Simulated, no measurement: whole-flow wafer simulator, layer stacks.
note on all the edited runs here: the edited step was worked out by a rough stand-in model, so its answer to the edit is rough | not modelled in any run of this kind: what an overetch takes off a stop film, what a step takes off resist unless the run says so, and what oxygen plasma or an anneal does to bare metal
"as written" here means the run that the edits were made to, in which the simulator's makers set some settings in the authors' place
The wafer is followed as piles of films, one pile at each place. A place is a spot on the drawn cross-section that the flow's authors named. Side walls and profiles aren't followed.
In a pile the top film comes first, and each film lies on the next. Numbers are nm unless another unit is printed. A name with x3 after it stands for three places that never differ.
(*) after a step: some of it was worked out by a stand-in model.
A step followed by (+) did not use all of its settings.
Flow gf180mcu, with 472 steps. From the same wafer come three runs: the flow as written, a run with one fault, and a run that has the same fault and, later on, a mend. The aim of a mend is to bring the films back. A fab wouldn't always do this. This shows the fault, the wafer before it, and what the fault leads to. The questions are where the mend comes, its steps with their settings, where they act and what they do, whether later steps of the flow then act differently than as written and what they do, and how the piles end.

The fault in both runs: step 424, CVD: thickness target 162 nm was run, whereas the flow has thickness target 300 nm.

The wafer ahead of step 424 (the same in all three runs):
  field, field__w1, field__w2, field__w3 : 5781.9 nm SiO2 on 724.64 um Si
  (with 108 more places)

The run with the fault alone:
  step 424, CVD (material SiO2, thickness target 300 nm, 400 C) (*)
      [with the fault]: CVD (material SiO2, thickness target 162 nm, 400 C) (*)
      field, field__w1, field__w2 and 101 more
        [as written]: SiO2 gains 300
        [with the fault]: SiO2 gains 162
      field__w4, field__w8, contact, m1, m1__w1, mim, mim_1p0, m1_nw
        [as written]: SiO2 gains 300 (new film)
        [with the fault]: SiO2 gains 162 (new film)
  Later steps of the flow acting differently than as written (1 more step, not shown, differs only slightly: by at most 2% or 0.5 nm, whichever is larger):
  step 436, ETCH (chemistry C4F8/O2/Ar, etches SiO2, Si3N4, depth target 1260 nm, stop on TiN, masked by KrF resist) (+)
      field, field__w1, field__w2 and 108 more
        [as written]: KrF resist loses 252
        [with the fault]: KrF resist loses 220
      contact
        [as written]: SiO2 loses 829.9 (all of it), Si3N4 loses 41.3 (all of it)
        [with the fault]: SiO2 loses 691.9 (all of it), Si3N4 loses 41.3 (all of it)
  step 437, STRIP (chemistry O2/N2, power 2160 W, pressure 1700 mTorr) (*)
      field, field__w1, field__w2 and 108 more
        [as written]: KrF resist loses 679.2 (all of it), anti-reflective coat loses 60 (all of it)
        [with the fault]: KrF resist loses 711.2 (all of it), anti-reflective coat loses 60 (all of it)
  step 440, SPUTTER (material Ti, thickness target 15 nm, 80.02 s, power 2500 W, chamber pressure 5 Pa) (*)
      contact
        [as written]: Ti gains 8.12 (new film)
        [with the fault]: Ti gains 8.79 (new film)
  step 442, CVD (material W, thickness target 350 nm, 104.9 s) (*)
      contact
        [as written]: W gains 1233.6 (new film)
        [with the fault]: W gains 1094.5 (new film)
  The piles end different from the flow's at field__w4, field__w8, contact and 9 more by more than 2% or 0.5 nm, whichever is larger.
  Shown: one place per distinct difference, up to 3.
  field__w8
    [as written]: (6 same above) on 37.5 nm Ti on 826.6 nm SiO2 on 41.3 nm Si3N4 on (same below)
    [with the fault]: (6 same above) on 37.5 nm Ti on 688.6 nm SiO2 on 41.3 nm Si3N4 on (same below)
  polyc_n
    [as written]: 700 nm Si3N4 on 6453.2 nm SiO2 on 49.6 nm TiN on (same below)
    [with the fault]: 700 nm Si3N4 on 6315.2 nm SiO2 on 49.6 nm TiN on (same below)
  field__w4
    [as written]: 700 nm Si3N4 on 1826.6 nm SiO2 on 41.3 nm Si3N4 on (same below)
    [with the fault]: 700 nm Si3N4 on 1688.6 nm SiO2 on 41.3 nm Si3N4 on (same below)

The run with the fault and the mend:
  The mend stands after step 424.
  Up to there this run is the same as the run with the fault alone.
  step 424a, CVD (material SiO2, thickness target 138 nm, 400 C) (*) (a further turn of the flow's step 424, with different settings)
      field, field__w1, field__w2 and 109 more
        SiO2 gains 138
  None of the later steps of the flow acts differently than as written at any place that is followed.
  At every place that both follow, the piles at the end match the flow's.
